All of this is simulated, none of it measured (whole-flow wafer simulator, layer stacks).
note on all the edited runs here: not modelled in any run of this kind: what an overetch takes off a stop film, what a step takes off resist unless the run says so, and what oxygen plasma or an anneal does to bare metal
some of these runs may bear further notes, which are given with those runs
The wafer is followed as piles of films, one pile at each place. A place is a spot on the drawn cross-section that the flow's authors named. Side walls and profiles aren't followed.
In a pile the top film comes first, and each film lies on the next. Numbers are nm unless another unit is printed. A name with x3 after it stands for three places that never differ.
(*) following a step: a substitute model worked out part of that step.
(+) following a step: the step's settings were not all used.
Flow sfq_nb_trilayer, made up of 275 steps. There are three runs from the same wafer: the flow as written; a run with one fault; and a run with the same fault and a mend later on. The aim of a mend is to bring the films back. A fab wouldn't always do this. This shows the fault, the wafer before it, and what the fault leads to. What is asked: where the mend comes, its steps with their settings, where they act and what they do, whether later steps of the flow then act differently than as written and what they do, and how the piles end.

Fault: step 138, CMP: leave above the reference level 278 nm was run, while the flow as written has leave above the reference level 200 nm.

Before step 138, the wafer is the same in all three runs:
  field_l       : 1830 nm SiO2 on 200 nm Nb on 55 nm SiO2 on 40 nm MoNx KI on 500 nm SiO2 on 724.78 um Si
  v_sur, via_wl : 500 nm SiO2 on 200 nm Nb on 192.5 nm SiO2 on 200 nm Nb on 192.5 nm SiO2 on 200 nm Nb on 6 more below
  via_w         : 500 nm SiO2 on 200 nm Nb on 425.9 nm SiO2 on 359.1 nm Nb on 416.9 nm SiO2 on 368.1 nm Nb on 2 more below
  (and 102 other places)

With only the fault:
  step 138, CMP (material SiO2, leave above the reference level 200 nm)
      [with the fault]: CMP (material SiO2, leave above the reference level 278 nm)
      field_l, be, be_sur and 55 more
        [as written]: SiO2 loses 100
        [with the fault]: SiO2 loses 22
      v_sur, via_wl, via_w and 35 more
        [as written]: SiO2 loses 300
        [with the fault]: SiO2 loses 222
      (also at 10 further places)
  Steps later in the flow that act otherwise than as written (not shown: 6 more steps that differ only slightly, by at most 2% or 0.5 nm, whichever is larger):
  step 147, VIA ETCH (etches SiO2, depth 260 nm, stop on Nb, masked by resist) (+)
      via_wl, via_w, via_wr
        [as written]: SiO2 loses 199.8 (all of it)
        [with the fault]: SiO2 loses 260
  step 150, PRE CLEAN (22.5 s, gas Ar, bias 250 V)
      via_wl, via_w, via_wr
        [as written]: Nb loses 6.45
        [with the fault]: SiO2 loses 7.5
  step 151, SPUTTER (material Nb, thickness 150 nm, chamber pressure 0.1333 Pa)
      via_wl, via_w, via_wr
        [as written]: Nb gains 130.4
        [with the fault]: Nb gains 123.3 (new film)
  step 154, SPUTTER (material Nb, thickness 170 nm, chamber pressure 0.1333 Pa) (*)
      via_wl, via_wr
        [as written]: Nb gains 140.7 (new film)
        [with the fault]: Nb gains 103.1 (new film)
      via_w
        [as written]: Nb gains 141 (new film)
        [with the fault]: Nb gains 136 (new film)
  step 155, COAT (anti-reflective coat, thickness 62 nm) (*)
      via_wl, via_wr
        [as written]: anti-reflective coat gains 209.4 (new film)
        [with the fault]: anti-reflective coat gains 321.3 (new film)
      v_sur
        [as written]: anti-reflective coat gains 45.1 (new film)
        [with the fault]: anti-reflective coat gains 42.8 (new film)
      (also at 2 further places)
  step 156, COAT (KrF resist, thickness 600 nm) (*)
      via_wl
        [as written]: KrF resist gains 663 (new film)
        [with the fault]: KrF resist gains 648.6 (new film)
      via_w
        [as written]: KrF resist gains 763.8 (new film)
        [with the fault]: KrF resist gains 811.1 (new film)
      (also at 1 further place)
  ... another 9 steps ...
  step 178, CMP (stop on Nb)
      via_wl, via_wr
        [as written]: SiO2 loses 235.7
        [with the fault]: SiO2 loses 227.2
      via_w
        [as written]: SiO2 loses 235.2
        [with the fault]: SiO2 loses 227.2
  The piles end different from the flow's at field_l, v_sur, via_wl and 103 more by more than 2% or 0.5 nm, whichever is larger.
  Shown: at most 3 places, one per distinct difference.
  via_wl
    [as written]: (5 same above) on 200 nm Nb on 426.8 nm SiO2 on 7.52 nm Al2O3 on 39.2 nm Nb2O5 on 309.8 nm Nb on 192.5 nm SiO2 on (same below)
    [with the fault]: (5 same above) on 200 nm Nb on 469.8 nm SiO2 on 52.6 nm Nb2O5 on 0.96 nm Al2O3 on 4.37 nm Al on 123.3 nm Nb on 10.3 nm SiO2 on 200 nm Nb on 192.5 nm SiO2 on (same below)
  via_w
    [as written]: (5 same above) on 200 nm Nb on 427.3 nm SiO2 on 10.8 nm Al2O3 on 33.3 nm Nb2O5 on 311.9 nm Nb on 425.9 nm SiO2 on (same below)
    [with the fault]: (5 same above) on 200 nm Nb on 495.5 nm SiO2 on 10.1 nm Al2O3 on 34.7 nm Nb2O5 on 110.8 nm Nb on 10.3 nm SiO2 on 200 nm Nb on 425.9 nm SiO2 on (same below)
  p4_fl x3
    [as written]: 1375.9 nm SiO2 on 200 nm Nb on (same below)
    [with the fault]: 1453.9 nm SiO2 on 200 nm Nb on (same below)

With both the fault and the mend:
  The mend stands after step 139.
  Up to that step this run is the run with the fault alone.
  step 139a, CMP (material SiO2, leave above the reference level 200 nm) (a further turn of the flow's step 138)
      field_l, v_sur, via_wl and 103 more
        SiO2 loses 78
  Later steps of the flow that are run all act as written at every place that is followed.
  The piles end the same as the flow's at every place that both follow.
